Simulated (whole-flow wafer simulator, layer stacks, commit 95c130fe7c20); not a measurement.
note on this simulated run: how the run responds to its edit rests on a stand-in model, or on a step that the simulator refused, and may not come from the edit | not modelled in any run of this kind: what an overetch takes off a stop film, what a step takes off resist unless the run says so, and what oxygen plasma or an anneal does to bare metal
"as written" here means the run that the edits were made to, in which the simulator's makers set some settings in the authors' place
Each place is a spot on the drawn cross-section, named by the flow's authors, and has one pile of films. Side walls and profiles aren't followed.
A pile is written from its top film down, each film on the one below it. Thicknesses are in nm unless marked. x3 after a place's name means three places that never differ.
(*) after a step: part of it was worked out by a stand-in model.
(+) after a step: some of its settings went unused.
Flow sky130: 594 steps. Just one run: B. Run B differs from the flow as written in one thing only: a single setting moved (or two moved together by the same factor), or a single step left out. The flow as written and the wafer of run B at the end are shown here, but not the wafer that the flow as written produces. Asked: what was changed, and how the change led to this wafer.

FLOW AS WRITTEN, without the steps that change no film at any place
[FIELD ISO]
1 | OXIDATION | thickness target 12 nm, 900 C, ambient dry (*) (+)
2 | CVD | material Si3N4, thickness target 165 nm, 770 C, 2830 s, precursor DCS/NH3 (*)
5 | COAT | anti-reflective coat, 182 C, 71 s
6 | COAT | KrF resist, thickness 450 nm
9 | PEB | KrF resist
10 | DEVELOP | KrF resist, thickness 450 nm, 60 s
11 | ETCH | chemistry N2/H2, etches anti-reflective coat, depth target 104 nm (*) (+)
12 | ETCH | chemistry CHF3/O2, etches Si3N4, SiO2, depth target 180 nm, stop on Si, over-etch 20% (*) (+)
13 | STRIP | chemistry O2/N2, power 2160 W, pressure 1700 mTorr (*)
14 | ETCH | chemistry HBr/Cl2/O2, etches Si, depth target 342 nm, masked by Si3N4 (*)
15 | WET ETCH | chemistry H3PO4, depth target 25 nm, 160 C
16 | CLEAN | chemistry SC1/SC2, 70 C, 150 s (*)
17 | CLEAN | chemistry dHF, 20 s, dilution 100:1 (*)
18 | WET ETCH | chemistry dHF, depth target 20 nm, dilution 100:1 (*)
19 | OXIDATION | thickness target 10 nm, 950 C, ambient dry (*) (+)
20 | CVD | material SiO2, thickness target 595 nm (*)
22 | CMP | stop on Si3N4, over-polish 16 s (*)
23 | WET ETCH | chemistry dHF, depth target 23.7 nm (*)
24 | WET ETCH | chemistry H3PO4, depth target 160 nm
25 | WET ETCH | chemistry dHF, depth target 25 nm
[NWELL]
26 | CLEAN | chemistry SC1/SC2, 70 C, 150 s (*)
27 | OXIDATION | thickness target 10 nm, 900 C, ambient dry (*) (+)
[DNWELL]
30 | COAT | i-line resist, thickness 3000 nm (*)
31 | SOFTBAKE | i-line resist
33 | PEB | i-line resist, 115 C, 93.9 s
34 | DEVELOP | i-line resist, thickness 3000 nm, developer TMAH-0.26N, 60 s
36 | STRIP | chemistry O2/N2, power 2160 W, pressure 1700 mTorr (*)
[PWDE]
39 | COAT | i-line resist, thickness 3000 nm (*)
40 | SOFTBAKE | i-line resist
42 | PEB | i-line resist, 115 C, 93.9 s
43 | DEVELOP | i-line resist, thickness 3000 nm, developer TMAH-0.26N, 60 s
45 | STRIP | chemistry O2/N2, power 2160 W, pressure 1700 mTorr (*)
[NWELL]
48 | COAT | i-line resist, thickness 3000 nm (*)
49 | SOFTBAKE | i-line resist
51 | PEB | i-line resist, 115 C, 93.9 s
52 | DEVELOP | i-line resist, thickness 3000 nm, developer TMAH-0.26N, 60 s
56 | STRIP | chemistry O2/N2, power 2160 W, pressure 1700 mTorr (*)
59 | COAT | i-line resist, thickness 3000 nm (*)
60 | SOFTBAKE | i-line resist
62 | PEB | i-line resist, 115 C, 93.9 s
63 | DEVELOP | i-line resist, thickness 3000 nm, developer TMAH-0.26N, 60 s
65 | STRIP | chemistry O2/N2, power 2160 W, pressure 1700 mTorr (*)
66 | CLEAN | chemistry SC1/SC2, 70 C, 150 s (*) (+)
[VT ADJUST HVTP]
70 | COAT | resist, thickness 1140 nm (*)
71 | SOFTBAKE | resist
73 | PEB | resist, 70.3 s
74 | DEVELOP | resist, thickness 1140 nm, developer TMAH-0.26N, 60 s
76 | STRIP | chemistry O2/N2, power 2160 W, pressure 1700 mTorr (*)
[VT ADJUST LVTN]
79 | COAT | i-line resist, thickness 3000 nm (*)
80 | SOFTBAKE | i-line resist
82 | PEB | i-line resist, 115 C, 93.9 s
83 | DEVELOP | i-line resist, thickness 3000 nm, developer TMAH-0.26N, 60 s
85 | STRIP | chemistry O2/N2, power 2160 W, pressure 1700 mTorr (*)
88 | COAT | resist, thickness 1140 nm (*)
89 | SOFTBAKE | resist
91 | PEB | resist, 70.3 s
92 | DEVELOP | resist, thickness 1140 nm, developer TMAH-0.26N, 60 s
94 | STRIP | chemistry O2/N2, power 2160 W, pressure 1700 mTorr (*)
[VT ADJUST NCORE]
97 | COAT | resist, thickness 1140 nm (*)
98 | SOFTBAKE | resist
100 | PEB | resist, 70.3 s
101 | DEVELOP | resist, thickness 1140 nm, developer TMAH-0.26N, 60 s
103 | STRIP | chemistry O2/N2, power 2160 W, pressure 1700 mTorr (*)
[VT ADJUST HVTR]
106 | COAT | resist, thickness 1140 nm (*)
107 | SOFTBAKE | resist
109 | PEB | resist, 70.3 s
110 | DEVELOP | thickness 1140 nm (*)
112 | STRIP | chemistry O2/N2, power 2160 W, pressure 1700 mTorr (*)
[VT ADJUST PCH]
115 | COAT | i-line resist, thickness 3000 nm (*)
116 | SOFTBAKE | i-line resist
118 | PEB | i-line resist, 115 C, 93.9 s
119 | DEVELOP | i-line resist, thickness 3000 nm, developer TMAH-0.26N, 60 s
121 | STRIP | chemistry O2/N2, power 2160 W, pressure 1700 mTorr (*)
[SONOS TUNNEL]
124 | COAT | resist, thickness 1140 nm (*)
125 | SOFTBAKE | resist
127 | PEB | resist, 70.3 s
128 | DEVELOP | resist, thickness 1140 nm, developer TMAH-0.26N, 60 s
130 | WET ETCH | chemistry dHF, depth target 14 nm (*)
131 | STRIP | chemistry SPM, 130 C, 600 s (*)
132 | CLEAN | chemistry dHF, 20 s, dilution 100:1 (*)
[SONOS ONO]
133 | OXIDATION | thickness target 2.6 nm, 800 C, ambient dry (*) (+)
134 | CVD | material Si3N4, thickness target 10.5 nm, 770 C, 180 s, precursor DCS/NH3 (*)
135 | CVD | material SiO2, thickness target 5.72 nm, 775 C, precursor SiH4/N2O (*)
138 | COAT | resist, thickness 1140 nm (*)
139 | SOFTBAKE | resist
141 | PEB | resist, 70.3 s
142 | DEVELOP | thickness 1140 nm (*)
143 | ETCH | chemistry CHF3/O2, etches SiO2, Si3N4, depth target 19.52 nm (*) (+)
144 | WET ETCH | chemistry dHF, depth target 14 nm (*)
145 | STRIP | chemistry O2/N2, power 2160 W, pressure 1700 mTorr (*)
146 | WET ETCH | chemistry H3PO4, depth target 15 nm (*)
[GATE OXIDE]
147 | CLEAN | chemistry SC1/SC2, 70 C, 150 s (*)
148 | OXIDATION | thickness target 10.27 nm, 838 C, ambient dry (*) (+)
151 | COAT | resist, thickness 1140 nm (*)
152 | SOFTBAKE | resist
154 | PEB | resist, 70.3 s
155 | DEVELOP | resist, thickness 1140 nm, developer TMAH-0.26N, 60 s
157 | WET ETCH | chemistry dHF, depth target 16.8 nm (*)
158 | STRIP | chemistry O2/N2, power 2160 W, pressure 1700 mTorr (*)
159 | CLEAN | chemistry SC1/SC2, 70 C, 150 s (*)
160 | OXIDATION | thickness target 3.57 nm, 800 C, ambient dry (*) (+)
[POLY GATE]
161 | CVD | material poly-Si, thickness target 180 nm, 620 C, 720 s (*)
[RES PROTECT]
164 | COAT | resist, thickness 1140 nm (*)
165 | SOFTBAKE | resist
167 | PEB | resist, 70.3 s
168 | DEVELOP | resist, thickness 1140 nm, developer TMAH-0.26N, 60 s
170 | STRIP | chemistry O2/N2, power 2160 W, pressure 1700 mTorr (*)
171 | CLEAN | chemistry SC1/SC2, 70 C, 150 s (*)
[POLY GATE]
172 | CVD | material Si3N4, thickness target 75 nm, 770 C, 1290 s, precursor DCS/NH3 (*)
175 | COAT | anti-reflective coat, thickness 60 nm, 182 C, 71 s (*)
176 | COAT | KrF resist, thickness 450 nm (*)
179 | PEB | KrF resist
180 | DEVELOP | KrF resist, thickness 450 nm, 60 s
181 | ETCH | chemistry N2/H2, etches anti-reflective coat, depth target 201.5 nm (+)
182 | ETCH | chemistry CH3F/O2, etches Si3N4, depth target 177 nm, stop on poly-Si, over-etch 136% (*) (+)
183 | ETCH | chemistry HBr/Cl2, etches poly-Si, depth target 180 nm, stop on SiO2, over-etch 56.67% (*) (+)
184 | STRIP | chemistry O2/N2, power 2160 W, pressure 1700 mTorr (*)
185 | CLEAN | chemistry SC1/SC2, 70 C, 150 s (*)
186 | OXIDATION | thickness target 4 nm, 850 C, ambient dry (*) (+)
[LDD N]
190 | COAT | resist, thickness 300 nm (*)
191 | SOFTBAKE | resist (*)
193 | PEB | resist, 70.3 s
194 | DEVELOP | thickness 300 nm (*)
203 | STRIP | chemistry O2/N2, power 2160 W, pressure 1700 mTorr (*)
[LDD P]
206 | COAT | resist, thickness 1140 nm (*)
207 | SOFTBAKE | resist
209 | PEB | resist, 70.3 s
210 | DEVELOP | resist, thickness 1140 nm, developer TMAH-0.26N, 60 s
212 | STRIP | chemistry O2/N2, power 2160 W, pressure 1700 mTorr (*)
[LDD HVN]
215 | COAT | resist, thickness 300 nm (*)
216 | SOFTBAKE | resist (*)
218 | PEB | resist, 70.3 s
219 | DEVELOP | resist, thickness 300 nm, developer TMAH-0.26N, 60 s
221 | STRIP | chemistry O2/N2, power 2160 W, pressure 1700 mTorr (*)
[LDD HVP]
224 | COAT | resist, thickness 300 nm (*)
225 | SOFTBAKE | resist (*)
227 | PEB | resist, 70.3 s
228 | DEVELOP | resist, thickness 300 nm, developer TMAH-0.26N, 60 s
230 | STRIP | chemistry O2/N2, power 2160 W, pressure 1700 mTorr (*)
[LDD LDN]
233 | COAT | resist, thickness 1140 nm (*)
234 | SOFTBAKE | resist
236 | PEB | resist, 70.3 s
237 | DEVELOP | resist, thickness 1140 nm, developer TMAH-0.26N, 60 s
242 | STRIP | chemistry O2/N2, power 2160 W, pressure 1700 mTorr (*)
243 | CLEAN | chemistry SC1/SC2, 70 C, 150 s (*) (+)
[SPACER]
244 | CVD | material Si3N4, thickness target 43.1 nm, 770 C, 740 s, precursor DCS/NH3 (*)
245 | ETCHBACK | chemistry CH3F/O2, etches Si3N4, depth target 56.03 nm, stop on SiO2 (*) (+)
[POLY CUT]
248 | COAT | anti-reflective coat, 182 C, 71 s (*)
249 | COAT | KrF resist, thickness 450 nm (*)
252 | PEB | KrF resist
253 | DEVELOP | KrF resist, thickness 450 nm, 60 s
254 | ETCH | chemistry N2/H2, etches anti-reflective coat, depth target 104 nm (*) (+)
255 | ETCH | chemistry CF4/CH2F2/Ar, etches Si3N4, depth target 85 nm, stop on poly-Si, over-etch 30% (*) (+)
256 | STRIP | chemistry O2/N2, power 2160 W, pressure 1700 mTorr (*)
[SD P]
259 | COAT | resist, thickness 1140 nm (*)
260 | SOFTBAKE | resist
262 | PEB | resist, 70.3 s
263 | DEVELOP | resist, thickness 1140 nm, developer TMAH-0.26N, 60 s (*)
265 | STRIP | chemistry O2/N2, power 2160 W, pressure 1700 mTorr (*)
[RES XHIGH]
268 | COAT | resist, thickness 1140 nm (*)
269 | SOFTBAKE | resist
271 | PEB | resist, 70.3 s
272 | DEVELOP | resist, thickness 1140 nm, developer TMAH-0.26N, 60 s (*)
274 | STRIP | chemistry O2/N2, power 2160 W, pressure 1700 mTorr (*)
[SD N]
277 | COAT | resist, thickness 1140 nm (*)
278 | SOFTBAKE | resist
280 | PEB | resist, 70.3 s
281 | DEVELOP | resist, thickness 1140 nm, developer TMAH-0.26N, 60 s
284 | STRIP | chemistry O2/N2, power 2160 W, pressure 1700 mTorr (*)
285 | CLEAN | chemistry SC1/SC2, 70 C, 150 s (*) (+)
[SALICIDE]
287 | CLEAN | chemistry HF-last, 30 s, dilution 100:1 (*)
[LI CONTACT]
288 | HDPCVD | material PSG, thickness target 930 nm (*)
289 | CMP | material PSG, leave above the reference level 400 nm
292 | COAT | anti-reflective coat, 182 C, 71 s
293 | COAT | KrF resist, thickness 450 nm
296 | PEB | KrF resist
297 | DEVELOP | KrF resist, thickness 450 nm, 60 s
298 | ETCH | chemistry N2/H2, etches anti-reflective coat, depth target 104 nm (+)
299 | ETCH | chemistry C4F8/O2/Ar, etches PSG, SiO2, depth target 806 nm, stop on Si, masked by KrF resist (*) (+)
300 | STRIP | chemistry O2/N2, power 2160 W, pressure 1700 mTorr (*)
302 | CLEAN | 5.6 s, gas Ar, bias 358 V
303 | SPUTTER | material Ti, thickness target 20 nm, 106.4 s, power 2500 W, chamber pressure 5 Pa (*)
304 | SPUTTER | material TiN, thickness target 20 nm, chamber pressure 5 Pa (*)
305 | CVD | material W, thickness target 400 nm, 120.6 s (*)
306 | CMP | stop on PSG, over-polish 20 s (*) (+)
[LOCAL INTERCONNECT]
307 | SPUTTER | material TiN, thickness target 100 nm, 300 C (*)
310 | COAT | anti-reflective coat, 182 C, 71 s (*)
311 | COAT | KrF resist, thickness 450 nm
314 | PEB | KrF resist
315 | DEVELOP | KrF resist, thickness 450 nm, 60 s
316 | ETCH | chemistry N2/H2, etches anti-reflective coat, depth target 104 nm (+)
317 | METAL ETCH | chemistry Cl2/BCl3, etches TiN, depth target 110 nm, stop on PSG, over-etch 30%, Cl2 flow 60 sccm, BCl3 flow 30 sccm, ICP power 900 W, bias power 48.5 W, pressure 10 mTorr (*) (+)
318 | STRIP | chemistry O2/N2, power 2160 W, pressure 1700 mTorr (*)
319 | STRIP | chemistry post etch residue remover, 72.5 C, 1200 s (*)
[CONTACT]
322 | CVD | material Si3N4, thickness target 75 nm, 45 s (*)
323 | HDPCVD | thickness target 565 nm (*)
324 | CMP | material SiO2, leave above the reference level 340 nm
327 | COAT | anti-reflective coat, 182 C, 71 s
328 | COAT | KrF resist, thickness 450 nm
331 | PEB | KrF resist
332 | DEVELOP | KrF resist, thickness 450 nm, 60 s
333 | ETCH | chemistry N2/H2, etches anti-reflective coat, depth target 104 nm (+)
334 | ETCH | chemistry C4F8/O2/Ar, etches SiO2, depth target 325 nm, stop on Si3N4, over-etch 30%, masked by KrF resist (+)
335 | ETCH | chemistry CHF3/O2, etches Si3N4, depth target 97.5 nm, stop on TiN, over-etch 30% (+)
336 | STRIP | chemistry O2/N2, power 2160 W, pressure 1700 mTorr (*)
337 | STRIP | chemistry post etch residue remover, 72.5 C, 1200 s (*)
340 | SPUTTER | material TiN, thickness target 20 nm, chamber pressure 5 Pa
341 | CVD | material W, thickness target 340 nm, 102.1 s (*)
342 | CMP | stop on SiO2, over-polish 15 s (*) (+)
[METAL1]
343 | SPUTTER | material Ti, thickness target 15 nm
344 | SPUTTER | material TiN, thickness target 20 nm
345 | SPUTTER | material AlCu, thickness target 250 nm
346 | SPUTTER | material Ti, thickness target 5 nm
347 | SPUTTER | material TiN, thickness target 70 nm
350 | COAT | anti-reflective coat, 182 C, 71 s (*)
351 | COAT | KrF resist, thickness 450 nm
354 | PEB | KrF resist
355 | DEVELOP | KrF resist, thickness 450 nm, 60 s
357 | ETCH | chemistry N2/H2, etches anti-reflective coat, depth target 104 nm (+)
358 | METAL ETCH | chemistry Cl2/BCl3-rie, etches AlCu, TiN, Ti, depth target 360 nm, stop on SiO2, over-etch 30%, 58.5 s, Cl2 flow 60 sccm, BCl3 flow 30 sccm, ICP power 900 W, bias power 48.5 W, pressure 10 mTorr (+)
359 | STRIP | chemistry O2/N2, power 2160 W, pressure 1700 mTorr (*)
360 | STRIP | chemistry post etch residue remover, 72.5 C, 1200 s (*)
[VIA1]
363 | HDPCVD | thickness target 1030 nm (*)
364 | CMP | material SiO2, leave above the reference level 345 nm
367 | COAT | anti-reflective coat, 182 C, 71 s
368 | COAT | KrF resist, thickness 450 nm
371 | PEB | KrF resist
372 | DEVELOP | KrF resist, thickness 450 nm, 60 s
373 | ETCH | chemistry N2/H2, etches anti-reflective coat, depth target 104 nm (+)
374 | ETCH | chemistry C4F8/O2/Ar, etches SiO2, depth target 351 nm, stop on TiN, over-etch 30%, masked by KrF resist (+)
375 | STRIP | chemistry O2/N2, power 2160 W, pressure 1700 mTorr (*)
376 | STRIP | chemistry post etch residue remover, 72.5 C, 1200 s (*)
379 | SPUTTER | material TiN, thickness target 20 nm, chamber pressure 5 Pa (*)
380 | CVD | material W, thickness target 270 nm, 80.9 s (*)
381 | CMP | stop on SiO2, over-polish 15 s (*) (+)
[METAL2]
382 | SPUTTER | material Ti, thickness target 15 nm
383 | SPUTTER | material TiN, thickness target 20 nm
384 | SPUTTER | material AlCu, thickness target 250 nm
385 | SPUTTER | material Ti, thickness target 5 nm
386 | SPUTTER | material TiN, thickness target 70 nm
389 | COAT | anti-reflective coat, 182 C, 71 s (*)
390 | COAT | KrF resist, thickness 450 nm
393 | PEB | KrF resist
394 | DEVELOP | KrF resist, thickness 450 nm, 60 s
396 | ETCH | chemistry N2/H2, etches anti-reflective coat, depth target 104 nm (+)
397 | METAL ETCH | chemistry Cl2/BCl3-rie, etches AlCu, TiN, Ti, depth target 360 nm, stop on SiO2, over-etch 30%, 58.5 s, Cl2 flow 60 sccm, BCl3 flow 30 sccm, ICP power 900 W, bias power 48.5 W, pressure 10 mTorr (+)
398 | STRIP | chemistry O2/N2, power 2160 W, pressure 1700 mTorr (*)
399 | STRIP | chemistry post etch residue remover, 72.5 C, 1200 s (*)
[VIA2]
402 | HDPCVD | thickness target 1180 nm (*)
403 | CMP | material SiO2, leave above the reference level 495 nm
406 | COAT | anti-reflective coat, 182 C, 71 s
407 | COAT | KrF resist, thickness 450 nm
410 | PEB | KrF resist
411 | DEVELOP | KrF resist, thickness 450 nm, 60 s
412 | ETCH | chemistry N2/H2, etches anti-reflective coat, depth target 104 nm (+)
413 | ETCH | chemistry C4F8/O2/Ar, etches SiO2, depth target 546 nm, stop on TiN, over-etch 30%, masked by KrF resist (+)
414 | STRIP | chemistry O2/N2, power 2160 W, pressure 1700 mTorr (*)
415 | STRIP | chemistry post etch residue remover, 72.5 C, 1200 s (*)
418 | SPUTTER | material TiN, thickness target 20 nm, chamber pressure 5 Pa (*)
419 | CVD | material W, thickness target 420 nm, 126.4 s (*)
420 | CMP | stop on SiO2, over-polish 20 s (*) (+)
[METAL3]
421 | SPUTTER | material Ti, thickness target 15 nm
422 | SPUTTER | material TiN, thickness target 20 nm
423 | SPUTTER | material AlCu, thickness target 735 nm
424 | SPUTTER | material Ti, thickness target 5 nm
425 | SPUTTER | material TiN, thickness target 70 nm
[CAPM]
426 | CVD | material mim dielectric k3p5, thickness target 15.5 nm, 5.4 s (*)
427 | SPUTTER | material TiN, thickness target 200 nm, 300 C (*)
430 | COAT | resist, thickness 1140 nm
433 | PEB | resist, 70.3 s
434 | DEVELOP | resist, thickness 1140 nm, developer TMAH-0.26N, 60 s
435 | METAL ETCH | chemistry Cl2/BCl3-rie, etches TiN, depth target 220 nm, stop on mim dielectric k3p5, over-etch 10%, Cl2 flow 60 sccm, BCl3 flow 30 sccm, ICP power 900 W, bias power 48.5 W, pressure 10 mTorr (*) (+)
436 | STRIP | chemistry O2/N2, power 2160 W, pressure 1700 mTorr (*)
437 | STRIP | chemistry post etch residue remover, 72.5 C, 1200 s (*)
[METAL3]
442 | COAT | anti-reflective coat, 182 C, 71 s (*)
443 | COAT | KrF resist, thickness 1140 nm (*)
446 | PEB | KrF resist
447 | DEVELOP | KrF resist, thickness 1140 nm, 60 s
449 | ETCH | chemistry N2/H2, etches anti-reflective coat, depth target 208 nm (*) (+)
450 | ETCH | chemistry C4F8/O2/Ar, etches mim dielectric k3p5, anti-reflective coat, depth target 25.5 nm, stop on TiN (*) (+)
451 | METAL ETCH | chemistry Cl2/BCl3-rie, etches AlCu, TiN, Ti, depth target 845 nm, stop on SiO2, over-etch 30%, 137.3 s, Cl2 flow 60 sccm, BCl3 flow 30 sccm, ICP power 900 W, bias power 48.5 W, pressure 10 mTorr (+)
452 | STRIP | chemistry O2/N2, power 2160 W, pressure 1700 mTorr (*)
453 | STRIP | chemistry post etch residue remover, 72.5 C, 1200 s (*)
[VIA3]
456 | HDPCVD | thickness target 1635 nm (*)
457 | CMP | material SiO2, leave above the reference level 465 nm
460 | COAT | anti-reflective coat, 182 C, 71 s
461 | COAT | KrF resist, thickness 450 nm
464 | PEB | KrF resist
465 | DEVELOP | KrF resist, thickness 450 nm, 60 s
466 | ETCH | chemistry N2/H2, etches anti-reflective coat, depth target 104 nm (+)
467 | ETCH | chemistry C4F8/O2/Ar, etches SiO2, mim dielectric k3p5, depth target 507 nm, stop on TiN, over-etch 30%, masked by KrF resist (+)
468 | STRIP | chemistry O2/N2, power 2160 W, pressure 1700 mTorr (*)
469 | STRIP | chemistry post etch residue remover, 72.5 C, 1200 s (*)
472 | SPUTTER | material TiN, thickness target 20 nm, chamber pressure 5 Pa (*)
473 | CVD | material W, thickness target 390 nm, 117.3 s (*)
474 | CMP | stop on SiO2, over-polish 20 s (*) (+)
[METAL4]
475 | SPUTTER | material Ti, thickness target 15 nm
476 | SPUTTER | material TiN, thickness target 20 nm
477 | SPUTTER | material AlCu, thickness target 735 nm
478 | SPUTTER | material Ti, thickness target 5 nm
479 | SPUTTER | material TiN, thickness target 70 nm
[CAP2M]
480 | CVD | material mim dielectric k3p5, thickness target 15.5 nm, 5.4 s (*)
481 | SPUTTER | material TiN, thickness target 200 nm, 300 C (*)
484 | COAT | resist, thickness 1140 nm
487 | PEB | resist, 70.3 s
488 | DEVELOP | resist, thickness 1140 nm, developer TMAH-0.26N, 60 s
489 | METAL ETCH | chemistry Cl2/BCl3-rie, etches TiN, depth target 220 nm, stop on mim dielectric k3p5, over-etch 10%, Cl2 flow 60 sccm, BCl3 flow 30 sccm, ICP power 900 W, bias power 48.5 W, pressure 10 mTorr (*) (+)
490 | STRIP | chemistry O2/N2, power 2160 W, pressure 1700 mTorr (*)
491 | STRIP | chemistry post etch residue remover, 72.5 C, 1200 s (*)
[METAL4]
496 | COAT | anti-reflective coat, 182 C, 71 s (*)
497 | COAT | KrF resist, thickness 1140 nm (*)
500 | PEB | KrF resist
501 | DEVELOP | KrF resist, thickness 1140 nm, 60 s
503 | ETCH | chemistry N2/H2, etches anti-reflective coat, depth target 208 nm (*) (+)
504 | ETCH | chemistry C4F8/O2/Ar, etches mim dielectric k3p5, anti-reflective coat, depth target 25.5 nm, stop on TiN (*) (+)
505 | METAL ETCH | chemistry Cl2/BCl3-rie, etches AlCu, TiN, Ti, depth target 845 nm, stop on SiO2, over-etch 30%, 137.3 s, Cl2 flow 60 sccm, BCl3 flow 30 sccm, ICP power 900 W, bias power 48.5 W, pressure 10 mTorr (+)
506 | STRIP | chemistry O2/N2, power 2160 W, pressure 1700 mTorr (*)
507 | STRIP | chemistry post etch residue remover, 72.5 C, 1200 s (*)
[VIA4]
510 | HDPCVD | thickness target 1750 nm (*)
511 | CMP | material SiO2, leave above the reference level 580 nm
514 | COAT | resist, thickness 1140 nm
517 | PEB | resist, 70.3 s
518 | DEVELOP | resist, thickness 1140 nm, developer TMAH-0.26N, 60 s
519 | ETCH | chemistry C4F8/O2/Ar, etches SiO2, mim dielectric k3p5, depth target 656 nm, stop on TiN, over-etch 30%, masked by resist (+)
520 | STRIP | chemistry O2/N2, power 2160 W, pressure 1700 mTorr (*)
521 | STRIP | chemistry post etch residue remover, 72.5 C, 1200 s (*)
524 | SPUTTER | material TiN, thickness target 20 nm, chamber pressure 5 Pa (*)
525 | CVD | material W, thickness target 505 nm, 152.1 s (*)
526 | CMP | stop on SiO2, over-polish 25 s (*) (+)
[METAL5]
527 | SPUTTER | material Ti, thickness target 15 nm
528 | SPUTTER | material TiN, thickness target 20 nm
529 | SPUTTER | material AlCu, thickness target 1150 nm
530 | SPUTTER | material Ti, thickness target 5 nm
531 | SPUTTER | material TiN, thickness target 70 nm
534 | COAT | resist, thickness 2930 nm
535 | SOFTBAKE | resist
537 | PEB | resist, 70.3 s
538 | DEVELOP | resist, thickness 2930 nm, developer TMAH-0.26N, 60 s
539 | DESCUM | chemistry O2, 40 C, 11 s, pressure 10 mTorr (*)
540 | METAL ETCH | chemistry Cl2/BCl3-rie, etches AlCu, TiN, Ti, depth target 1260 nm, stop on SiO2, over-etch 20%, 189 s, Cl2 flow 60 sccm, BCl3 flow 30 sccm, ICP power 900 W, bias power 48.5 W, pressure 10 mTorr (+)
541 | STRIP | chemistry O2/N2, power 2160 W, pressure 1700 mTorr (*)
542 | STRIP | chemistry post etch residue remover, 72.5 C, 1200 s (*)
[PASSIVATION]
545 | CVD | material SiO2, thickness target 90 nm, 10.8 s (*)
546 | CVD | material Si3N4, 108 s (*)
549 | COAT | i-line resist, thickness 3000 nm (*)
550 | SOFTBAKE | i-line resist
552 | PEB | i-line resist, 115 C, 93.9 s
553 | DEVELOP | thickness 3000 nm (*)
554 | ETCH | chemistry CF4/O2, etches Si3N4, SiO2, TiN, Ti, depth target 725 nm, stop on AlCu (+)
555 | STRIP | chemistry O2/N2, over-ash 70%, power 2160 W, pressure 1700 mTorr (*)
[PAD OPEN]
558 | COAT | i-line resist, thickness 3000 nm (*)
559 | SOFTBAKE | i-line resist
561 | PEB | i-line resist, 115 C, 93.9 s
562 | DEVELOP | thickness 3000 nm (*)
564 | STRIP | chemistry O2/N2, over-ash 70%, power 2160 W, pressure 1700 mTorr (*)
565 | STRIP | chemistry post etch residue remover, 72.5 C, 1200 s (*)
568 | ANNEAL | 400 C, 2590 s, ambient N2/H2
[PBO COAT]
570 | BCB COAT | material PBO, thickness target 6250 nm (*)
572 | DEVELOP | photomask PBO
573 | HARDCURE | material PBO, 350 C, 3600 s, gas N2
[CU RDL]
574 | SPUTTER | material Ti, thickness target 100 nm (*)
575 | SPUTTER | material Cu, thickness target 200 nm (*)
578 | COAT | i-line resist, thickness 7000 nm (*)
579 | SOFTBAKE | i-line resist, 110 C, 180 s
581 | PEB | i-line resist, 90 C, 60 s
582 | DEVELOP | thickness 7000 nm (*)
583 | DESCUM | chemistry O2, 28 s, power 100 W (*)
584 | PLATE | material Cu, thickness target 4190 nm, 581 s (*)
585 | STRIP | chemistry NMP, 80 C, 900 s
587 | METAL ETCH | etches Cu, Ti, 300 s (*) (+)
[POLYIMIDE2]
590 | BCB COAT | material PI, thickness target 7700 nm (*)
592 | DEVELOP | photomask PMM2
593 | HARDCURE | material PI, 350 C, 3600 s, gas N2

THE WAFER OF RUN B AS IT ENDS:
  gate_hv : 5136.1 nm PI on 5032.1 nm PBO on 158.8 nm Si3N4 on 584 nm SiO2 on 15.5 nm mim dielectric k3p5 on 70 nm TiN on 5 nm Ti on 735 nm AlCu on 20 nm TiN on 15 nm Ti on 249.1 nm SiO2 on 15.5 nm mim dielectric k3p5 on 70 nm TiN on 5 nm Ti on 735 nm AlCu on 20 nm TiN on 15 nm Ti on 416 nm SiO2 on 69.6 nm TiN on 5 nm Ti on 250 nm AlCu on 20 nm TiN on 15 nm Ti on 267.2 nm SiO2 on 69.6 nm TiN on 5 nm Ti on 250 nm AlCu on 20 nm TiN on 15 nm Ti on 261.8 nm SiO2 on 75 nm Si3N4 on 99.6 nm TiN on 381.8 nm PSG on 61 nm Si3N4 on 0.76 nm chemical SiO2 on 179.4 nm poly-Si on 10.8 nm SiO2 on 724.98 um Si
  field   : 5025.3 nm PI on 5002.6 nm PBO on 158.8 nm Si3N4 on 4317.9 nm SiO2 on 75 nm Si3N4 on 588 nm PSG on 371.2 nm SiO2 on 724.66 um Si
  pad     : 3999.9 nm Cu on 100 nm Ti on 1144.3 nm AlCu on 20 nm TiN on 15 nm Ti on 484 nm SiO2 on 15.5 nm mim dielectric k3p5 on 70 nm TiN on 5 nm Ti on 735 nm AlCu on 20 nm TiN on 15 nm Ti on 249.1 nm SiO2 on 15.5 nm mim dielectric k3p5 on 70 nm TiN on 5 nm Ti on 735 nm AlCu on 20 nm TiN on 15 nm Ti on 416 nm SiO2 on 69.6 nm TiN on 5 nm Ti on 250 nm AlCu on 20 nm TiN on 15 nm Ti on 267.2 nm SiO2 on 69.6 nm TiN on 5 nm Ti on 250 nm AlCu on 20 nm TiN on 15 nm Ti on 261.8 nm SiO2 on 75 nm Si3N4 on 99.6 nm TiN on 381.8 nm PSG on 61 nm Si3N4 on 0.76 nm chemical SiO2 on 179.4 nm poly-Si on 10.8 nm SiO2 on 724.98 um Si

Cause: step 457, CMP: leave above the reference level 344 nm was run, whereas the flow has leave above the reference level 465 nm.

Step by step, how the change led to this:
  457 | CMP | material SiO2, leave above the reference level 465 nm
      n_well, p_well, gate_hv and 99 more: SiO2 loses 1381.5 (as written it would have been: SiO2 loses 1260.5)
      field, active, gate and 82 more: SiO2 loses 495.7 (as written it would have been: SiO2 loses 374.7)
      (as well as at 5 more places)
  467 | ETCH | chemistry C4F8/O2/Ar, etches SiO2, mim dielectric k3p5, depth target 507 nm, stop on TiN, over-etch 30%, masked by KrF resist (+)
      field, active, n_well and 187 more: KrF resist loses 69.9 (as written it would have been: KrF resist loses 101.4)
      m1: SiO2 loses 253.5 (all of it), mim dielectric k3p5 loses 15.5 (all of it) (as written it would have been: SiO2 loses 374.5 (all of it), mim dielectric k3p5 loses 15.5 (all of it))
      (as well as at 1 more place)
  468 | STRIP | chemistry O2/N2, power 2160 W, pressure 1700 mTorr (*)
      field, active, n_well and 187 more: KrF resist loses 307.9 (all of it), anti-reflective coat loses 80 (all of it) (as written it would have been: KrF resist loses 276.4 (all of it), anti-reflective coat loses 80 (all of it))
  472 | SPUTTER | material TiN, thickness target 20 nm, chamber pressure 5 Pa (*)
      m1, via3_hole: TiN gains 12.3 (as written it would have been: TiN gains 10.6)
  473 | CVD | material W, thickness target 390 nm, 117.3 s (*)
      m1: W gains 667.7 (new film) (as written it would have been: W gains 790.5 (new film))
      via3_hole: W gains 667.1 (new film) (as written it would have been: W gains 789.9 (new film))
